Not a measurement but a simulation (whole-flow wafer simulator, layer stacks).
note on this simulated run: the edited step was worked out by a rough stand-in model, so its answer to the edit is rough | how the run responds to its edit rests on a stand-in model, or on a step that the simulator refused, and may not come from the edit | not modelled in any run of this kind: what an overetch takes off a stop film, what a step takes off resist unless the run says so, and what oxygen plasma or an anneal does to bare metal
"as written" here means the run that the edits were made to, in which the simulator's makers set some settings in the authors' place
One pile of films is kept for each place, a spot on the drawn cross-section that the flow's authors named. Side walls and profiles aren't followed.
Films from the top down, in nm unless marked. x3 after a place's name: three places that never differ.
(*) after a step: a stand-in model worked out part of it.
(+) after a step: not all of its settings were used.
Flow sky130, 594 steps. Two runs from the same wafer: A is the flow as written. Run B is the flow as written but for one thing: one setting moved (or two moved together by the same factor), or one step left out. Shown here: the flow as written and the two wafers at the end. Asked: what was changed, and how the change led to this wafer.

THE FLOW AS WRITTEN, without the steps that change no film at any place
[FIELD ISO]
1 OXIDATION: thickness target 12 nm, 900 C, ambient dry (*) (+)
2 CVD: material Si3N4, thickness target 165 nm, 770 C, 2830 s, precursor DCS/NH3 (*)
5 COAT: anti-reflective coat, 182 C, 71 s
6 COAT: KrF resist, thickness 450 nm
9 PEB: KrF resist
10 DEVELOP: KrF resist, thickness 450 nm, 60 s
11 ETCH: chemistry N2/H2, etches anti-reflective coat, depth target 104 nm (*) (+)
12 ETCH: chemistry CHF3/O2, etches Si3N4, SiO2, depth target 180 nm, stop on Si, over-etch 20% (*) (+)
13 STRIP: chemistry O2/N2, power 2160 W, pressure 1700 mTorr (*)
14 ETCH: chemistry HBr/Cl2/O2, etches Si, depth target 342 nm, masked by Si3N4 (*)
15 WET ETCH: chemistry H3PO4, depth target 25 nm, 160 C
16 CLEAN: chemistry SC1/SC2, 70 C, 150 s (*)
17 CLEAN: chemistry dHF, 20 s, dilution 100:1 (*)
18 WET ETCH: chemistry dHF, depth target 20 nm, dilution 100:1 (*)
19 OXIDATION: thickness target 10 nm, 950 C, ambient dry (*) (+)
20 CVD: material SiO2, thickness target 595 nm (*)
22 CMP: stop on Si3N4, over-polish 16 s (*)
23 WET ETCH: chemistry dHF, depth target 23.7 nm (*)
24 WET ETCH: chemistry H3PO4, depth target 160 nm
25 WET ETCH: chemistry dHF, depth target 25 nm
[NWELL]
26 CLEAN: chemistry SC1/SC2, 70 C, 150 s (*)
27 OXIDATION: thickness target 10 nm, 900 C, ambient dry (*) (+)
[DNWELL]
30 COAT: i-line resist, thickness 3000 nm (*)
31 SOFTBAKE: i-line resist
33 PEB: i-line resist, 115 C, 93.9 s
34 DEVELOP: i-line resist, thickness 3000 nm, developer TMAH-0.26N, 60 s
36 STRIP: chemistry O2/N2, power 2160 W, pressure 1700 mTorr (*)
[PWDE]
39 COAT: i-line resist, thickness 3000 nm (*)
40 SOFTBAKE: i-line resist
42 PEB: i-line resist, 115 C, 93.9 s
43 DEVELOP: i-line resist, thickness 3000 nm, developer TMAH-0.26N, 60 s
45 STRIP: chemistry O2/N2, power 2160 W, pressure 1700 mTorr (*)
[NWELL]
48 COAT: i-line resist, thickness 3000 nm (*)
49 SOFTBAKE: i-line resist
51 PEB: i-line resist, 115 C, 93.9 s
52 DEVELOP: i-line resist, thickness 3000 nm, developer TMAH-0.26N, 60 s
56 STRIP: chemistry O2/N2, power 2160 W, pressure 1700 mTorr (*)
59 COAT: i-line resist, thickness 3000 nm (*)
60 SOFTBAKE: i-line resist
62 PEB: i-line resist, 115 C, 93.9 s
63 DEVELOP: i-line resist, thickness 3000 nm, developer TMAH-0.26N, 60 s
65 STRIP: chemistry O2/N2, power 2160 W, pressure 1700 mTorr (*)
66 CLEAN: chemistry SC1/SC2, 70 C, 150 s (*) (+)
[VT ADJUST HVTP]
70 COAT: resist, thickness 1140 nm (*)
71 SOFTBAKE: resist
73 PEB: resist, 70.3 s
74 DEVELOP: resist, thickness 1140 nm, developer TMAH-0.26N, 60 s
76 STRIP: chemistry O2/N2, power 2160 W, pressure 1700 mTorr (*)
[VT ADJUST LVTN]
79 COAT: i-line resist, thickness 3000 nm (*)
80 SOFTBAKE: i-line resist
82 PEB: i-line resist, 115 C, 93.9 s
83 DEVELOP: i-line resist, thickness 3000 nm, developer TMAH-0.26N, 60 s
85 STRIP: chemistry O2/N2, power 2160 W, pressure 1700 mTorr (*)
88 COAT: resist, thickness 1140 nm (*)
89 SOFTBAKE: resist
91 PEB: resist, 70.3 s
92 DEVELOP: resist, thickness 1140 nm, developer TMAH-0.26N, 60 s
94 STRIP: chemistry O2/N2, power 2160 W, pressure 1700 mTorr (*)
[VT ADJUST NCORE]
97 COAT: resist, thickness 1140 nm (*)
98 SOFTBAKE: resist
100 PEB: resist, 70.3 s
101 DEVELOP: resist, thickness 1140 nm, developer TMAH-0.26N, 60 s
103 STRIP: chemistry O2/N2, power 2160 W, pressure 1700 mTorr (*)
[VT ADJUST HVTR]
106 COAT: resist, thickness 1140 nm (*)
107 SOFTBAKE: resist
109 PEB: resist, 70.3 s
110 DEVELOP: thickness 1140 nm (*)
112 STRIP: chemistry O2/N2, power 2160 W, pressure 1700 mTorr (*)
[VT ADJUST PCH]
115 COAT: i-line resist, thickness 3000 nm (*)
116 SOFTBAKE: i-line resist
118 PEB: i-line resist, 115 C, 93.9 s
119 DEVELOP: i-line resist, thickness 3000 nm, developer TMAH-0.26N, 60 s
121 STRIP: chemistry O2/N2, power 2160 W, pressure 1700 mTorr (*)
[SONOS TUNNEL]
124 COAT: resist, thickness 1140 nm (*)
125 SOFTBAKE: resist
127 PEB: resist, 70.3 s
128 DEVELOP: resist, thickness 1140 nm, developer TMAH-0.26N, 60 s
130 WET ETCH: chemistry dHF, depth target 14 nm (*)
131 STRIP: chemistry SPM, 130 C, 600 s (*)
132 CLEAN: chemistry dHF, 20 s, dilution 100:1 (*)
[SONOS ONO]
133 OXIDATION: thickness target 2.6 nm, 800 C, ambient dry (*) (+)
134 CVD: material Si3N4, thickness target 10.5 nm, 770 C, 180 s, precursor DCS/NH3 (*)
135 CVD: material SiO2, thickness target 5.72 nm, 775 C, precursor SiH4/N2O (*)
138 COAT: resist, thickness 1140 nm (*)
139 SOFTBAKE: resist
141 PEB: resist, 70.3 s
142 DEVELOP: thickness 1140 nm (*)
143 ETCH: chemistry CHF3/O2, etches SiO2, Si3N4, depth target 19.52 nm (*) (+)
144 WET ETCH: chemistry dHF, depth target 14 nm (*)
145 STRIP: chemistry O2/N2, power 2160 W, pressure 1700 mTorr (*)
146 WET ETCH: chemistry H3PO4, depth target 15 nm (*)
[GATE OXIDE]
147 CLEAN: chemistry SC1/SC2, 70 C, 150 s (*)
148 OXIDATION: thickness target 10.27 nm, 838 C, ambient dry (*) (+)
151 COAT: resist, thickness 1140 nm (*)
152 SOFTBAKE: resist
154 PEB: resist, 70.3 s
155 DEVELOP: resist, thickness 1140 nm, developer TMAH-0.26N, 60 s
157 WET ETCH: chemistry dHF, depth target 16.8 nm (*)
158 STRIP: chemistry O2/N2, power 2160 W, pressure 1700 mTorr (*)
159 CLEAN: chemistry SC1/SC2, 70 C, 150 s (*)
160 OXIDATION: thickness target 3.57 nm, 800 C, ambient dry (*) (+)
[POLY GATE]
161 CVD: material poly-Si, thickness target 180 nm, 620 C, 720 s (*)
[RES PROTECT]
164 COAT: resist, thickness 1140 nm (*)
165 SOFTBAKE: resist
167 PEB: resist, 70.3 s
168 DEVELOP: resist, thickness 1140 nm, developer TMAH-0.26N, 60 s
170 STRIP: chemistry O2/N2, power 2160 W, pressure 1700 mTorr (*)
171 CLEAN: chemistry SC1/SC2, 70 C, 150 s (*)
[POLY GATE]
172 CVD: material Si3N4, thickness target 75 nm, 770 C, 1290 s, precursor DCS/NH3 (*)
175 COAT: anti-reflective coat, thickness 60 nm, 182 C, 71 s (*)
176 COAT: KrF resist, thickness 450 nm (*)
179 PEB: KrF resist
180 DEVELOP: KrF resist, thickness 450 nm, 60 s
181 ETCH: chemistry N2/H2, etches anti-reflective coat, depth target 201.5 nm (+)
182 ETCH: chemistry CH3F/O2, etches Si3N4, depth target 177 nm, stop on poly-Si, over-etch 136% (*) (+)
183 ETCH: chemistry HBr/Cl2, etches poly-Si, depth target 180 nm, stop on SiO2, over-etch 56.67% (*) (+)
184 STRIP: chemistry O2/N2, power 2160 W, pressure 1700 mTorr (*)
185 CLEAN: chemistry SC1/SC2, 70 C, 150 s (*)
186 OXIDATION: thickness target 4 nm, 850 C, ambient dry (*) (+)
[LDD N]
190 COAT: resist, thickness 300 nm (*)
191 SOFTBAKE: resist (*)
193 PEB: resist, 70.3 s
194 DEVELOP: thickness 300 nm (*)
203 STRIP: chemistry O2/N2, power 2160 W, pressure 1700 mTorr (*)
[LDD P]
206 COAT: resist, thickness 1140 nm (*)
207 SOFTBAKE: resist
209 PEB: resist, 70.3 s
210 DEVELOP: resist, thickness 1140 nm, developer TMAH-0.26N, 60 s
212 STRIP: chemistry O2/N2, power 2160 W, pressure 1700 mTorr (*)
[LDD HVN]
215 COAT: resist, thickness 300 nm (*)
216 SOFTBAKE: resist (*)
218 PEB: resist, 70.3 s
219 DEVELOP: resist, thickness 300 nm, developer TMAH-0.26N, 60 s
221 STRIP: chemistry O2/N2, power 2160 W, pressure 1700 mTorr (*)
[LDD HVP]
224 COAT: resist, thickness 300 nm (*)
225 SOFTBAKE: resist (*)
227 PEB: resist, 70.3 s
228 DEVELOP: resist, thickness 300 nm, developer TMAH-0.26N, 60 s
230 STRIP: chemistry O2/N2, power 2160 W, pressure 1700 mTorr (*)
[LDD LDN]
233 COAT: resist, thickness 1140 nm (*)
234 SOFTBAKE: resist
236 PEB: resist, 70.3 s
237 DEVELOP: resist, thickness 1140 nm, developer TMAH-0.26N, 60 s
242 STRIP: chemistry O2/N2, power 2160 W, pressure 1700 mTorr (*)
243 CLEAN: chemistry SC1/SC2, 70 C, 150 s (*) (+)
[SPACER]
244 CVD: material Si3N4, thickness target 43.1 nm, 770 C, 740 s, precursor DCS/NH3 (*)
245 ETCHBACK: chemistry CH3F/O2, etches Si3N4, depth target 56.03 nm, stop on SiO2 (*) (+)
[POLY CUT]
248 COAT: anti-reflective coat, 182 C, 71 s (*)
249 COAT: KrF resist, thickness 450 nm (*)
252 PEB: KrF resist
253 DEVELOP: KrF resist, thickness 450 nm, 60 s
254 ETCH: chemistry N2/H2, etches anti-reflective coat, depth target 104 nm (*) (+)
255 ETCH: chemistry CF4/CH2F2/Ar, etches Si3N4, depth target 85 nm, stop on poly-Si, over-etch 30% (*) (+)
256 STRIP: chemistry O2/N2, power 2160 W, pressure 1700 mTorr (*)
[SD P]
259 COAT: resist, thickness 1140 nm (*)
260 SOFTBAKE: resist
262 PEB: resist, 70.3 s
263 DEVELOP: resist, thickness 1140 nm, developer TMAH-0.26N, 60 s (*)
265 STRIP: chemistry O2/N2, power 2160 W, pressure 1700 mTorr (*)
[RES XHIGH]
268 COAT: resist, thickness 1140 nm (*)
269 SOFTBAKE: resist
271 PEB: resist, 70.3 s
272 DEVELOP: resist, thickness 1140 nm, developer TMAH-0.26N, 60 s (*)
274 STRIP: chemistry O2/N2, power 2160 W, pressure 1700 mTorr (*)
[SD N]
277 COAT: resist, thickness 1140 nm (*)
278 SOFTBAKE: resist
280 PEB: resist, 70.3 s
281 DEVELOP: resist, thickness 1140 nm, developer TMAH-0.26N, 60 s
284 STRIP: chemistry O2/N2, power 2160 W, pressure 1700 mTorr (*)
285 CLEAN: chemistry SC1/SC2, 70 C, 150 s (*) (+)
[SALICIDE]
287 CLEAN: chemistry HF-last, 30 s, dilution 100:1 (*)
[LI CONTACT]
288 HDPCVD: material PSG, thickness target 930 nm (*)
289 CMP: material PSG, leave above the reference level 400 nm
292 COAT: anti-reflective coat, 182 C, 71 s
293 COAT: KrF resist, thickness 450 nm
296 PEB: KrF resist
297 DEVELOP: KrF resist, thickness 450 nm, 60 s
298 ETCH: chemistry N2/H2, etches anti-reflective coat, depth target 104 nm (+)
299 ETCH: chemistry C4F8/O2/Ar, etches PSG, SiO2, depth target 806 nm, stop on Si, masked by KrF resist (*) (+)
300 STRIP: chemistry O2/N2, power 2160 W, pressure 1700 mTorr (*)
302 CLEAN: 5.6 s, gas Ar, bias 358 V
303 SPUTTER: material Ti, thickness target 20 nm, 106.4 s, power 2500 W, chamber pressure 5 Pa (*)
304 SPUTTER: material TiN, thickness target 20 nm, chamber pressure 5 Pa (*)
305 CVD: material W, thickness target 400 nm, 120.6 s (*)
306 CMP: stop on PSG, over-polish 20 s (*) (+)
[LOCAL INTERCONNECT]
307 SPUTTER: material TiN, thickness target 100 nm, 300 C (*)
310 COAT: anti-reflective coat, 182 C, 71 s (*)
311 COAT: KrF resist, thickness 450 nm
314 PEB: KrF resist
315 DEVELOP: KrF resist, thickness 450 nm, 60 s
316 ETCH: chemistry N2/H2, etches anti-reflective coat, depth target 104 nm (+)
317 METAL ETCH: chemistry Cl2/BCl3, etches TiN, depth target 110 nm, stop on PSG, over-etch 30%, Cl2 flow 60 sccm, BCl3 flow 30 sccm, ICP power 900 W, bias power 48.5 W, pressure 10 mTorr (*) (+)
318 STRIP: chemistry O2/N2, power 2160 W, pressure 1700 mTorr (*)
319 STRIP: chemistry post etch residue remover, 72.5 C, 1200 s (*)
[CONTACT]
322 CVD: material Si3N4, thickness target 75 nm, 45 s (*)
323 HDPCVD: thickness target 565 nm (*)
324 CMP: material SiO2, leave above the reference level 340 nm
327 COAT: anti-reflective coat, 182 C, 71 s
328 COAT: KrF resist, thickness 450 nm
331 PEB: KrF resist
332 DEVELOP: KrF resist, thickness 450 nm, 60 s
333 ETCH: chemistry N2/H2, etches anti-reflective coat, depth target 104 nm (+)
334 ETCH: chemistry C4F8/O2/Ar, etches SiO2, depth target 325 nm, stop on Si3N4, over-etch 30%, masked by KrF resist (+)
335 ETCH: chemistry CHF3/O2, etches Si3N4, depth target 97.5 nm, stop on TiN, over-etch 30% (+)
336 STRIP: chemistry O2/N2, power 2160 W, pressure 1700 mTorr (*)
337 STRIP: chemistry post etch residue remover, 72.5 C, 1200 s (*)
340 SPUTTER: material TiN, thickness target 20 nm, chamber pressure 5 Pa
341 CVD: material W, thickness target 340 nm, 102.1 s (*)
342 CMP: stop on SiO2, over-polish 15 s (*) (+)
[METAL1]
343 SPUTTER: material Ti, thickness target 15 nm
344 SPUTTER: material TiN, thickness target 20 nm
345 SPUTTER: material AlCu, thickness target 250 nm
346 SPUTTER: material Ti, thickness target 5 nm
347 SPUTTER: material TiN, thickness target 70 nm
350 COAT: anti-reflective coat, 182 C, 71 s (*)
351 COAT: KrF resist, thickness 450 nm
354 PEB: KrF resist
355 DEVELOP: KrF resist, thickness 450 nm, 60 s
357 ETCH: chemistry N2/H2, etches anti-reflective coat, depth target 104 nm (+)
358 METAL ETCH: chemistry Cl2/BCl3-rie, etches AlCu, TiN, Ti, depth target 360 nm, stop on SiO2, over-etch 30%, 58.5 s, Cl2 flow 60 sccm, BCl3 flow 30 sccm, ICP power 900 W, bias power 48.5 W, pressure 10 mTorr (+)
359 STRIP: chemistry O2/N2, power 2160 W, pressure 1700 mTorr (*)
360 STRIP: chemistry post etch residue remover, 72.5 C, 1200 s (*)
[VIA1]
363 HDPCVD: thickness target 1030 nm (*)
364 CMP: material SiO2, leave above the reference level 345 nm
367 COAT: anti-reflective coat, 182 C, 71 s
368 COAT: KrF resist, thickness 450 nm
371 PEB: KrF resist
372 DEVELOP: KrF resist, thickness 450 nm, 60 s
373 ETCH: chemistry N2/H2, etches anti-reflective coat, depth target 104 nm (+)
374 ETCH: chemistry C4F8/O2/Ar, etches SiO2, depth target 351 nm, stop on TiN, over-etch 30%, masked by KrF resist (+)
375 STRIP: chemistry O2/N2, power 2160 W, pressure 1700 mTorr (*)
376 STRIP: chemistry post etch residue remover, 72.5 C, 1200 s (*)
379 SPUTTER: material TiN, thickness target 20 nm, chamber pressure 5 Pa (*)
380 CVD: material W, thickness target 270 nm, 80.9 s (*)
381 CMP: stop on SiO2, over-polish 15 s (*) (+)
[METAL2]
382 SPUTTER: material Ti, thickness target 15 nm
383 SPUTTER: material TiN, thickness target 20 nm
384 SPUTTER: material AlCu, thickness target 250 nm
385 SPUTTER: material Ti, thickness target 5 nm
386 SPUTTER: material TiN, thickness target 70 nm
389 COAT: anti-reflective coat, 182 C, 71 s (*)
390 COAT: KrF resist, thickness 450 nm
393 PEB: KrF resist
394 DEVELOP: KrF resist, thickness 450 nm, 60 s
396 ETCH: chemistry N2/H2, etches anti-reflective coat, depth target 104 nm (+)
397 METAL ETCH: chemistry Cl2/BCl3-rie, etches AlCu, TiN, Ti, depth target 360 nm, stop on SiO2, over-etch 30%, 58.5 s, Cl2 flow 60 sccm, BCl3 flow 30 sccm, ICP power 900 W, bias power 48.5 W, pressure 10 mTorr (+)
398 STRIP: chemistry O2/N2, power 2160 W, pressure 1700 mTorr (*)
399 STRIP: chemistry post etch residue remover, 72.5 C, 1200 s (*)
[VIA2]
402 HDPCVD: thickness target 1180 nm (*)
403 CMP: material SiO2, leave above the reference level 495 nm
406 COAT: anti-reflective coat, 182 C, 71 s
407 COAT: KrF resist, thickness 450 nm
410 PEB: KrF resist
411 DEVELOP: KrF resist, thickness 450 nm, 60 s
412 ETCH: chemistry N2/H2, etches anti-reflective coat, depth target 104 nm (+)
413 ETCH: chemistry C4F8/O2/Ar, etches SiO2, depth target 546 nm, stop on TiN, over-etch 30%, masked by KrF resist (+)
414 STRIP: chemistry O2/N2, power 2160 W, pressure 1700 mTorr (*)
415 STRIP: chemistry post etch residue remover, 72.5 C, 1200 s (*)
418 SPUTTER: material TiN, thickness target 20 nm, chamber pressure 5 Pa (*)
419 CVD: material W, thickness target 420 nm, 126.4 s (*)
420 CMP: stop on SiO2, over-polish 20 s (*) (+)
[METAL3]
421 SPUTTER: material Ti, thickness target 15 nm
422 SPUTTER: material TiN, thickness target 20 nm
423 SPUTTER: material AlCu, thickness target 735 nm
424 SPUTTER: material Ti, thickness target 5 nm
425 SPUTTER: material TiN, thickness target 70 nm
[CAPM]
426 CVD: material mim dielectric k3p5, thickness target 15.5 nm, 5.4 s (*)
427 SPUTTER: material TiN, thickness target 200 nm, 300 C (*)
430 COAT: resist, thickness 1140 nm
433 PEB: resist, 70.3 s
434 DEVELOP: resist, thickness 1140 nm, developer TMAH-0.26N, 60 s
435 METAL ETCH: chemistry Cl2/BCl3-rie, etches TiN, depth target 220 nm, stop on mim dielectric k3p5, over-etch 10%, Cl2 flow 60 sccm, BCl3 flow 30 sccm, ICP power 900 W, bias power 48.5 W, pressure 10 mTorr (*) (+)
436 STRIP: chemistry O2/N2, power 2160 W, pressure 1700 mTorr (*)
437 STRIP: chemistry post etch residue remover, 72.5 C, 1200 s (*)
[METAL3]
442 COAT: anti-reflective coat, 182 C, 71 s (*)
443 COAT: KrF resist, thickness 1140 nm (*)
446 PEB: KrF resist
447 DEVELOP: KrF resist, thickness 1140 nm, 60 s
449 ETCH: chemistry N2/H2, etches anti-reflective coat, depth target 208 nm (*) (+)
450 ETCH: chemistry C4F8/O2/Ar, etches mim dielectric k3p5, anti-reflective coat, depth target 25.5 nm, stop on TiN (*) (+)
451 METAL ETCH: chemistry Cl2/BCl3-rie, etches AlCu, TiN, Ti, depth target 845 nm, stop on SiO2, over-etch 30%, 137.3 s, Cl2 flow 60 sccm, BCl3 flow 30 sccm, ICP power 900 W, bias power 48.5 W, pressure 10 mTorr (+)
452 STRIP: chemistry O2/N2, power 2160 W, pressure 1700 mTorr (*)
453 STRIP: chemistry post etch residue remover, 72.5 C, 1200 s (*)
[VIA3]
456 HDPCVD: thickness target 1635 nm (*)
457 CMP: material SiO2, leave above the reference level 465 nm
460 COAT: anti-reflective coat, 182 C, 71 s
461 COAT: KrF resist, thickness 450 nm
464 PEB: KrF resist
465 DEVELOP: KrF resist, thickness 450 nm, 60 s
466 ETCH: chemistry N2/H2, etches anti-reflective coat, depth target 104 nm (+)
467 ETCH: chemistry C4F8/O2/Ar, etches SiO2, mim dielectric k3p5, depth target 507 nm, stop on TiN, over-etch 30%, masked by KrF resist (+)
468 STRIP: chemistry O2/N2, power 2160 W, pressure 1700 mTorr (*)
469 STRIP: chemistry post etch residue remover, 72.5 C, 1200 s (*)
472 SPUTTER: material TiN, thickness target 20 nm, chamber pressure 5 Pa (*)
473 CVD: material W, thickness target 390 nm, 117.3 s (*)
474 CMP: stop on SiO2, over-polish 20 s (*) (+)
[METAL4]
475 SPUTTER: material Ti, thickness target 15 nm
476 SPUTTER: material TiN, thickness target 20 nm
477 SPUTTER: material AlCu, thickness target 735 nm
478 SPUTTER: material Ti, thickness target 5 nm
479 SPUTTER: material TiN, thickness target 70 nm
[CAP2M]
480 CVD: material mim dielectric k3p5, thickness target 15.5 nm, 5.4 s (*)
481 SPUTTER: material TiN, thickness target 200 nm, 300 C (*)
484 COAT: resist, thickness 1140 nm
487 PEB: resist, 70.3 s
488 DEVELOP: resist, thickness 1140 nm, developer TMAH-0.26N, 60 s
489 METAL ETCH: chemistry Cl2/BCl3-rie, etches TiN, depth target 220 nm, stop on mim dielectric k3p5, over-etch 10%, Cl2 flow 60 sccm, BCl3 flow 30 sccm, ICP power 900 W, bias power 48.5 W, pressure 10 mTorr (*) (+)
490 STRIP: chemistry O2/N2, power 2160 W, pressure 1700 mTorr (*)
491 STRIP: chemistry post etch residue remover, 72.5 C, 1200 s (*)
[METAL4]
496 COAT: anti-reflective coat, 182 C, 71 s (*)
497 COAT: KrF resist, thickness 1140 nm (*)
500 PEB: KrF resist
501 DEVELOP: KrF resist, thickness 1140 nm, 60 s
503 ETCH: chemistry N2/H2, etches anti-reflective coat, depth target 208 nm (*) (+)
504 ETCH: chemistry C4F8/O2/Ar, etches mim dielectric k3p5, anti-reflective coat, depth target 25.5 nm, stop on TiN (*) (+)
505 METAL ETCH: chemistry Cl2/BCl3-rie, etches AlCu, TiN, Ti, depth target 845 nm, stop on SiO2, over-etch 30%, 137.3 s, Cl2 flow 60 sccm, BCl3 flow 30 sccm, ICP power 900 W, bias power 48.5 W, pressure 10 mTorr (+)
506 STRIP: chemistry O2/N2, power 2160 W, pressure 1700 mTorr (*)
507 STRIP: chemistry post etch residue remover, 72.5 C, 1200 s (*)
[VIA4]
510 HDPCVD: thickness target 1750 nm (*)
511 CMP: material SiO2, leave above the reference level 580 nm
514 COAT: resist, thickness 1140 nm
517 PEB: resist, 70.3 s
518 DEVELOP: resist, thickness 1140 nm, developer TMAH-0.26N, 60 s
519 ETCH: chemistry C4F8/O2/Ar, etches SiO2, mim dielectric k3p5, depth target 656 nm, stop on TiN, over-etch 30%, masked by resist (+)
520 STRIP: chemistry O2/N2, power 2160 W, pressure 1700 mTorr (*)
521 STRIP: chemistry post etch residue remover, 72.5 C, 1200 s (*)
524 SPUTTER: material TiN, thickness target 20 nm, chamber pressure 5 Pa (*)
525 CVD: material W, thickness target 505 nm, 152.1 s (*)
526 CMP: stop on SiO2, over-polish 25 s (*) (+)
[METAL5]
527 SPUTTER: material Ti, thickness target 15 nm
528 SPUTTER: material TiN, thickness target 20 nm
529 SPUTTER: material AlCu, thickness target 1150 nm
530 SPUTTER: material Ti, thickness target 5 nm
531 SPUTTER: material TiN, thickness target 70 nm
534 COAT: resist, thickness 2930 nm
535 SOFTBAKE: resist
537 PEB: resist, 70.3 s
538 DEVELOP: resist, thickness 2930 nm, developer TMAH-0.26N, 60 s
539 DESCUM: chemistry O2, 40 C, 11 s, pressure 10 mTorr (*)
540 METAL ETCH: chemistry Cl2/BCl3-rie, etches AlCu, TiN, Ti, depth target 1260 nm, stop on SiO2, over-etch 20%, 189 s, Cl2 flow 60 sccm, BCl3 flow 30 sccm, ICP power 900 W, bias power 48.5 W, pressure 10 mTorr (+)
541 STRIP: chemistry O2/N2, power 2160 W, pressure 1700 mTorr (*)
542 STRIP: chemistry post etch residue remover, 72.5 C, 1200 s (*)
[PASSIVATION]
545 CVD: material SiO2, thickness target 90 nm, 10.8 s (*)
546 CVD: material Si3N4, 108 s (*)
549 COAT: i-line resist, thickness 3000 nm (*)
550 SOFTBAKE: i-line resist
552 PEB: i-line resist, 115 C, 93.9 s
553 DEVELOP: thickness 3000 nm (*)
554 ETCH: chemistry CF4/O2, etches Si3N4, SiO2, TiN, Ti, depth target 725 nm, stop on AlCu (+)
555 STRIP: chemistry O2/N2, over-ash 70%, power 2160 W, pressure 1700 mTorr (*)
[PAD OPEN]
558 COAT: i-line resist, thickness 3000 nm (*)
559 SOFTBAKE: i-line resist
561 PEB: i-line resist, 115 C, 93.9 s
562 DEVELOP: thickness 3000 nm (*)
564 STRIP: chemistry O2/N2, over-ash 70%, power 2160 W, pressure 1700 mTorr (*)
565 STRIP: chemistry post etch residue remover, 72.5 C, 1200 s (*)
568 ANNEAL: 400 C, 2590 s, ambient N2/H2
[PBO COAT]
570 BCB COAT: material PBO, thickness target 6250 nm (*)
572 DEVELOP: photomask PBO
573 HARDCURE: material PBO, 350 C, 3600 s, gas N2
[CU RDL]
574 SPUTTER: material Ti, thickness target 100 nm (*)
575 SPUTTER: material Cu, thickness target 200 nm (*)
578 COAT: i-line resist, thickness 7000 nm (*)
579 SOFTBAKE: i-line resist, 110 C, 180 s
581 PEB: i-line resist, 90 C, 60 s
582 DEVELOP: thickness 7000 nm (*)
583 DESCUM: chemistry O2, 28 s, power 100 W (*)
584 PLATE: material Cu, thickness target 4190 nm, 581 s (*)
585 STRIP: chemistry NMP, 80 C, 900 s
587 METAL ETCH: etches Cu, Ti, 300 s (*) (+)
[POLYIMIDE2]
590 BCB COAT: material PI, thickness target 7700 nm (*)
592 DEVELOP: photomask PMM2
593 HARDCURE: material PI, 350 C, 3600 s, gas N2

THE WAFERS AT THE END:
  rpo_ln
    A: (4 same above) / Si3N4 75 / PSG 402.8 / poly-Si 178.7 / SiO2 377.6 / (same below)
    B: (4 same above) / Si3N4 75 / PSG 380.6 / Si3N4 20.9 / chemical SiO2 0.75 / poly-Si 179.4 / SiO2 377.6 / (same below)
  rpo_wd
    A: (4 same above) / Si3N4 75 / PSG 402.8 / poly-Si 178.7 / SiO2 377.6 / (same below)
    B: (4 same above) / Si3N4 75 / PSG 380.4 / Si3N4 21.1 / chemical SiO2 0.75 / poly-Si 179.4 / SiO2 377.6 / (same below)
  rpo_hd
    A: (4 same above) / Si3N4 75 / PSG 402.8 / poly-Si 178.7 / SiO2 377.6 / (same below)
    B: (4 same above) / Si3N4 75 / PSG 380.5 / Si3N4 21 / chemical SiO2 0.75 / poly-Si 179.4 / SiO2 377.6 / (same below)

The cause: step 255, ETCH: depth target 39.9 nm was run, where the flow has depth target 85 nm.

How the change led to this, step by step:
  255 ETCH: chemistry CF4/CH2F2/Ar, etches Si3N4, depth target 85 nm, stop on poly-Si, over-etch 30% (*) (+)
      rpo_wd, rxpo_wd: A Si3N4 -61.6 (all of it), chemical SiO2 -0.75 (all of it) | B Si3N4 -39.9
      poly_licon: A Si3N4 -61.9 (all of it), chemical SiO2 -0.76 (all of it) | B Si3N4 -39.9
      (and at 187 more places)
  256 STRIP: chemistry O2/N2, power 2160 W, pressure 1700 mTorr (*)
      poly_licon, rpo_ln, rpo_wd, rpo_hd, rpo_hd_licon, rxpo_ln, rxpo_wd: A chemical SiO2 +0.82 (new film), poly-Si -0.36 | B nothing
      dice_street, dep_dnw_sti, iso_dnw_wall, grade_field_poly, de16_nwb_sti: A KrF resist -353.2 (all of it), anti-reflective coat -80 (all of it) | B KrF resist -374 (all of it), anti-reflective coat -80 (all of it)
      (and at 178 more places)
  260 SOFTBAKE: resist
      mim: A resist +10.8 | B resist +12.2
      npn11_xb: A resist +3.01 | B resist +3.66
      (and at 11 more places)
  269 SOFTBAKE: resist
      mim: A resist +10.8 | B resist +12.2
      npn11_xb: A resist +3.01 | B resist +3.66
      (and at 11 more places)
  278 SOFTBAKE: resist
      mim: A resist +10.8 | B resist +12.2
      nw_fld__w1: A resist +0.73 | B resist +1.38
      (and at 12 more places)
  287 CLEAN: chemistry HF-last, 30 s, dilution 100:1 (*)
      rpo_ln, rpo_wd, rpo_hd, rpo_hd_licon, rxpo_ln, rxpo_wd: A chemical SiO2 -0.77 (all of it) | B Si3N4 -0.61
      poly_licon: A chemical SiO2 -0.76 (all of it) | B Si3N4 -0.61
  289 CMP: material PSG, leave above the reference level 400 nm
      rpo_wd, rpo_hd, rxpo_wd: A PSG -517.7 | B PSG -540.1
      poly_licon, rpo_hd_licon: A PSG -517.7 | B PSG -540.4
      (and at 2 more places)
  299 ETCH: chemistry C4F8/O2/Ar, etches PSG, SiO2, depth target 806 nm, stop on Si, masked by KrF resist (*) (+)
      poly_licon: A PSG -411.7 (all of it) | B PSG -389 (all of it), Si3N4 -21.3 (all of it), chemical SiO2 -0.76 (all of it)
      rpo_hd_licon: A PSG -411.7 (all of it) | B PSG -389 (all of it), Si3N4 -21.3 (all of it), chemical SiO2 -0.75 (all of it)
  306 CMP: stop on PSG, over-polish 20 s (*) (+)
      poly_licon: A W -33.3 | B W -34
